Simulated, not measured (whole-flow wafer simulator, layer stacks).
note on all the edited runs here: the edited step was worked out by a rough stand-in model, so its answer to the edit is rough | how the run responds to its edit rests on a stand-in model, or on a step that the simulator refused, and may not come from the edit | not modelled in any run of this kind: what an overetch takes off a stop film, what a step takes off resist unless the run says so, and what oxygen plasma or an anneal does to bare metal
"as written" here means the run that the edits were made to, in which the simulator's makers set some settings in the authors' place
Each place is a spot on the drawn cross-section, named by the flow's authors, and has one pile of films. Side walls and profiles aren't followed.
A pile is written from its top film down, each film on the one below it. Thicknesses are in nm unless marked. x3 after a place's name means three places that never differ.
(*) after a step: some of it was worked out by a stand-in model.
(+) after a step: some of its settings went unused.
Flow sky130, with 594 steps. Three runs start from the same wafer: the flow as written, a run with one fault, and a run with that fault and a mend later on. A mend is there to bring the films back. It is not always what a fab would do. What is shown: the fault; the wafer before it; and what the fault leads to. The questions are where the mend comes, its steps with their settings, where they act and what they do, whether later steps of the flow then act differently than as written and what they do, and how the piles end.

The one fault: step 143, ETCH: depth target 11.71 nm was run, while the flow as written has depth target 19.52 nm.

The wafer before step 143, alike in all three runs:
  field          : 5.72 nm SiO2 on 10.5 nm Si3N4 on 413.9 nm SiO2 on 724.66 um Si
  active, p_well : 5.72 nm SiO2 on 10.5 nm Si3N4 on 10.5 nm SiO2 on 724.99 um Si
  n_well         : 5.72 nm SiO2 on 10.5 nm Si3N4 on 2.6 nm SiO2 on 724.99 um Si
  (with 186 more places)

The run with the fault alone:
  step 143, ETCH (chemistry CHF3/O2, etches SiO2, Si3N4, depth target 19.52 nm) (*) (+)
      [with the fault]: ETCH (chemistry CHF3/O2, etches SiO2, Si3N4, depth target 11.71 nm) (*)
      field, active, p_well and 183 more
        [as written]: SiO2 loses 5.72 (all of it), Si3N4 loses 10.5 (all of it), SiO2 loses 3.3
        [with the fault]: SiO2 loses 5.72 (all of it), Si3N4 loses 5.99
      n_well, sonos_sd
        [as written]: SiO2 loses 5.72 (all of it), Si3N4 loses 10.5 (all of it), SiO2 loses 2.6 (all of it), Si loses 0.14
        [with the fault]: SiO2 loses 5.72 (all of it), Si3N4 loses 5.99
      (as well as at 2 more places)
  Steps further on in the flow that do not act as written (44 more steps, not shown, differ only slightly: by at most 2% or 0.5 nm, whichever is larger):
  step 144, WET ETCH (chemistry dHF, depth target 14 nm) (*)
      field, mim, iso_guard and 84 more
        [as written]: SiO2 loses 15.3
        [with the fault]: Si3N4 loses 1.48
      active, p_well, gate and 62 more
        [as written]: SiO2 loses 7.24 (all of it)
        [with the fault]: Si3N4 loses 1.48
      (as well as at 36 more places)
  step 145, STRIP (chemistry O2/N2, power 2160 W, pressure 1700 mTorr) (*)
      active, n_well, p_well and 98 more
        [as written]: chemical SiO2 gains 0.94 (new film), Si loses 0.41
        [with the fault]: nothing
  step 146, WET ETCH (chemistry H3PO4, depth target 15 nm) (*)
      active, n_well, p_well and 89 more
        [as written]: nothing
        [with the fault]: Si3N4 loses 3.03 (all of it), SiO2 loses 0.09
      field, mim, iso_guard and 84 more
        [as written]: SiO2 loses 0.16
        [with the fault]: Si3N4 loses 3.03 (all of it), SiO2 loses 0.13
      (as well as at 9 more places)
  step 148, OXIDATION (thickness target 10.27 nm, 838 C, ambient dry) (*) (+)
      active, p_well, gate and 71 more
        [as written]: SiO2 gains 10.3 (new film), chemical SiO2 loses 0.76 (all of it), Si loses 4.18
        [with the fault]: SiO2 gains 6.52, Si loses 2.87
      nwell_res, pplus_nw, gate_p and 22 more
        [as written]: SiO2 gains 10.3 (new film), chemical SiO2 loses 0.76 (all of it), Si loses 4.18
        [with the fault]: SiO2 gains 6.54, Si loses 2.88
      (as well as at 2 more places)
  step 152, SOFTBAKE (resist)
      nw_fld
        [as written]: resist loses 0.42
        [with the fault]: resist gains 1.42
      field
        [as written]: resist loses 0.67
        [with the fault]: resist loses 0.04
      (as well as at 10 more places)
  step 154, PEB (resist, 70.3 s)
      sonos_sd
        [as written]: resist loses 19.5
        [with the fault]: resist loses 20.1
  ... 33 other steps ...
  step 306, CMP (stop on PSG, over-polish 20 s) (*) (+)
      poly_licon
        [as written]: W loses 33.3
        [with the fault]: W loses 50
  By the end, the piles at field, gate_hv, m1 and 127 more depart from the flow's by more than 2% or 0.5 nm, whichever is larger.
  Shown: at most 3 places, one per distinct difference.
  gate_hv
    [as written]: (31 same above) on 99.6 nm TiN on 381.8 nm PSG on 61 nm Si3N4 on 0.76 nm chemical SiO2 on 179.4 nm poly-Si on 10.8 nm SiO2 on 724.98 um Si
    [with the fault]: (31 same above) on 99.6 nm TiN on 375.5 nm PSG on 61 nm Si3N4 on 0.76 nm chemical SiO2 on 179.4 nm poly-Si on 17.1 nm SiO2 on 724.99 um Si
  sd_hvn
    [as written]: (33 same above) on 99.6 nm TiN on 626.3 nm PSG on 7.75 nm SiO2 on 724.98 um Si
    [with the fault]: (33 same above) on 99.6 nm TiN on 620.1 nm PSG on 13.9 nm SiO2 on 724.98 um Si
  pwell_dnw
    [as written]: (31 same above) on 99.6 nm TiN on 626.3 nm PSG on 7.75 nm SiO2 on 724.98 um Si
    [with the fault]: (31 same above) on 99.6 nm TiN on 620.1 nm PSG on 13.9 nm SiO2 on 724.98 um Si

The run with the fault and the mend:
  After step 143 comes the mend.
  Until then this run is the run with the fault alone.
  step 143a, ETCH (chemistry CHF3/O2, etches SiO2, Si3N4, depth target 7.808 nm) (*) (+) (the flow's step 143 again, with other settings)
      field, active, p_well and 183 more
        Si3N4 loses 4.51 (all of it), SiO2 loses 3.3
      n_well, sonos_sd
        Si3N4 loses 4.51 (all of it), SiO2 loses 2.6 (all of it), Si loses 0.14
      sonos_cell, sonos_cell_x
        resist loses 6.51
  None of the later steps of the flow differs from how it acts as written, at any place that is followed, by more than 2% or 0.5 nm, whichever is larger.
  At every place that both follow, the piles at the end match the flow's.
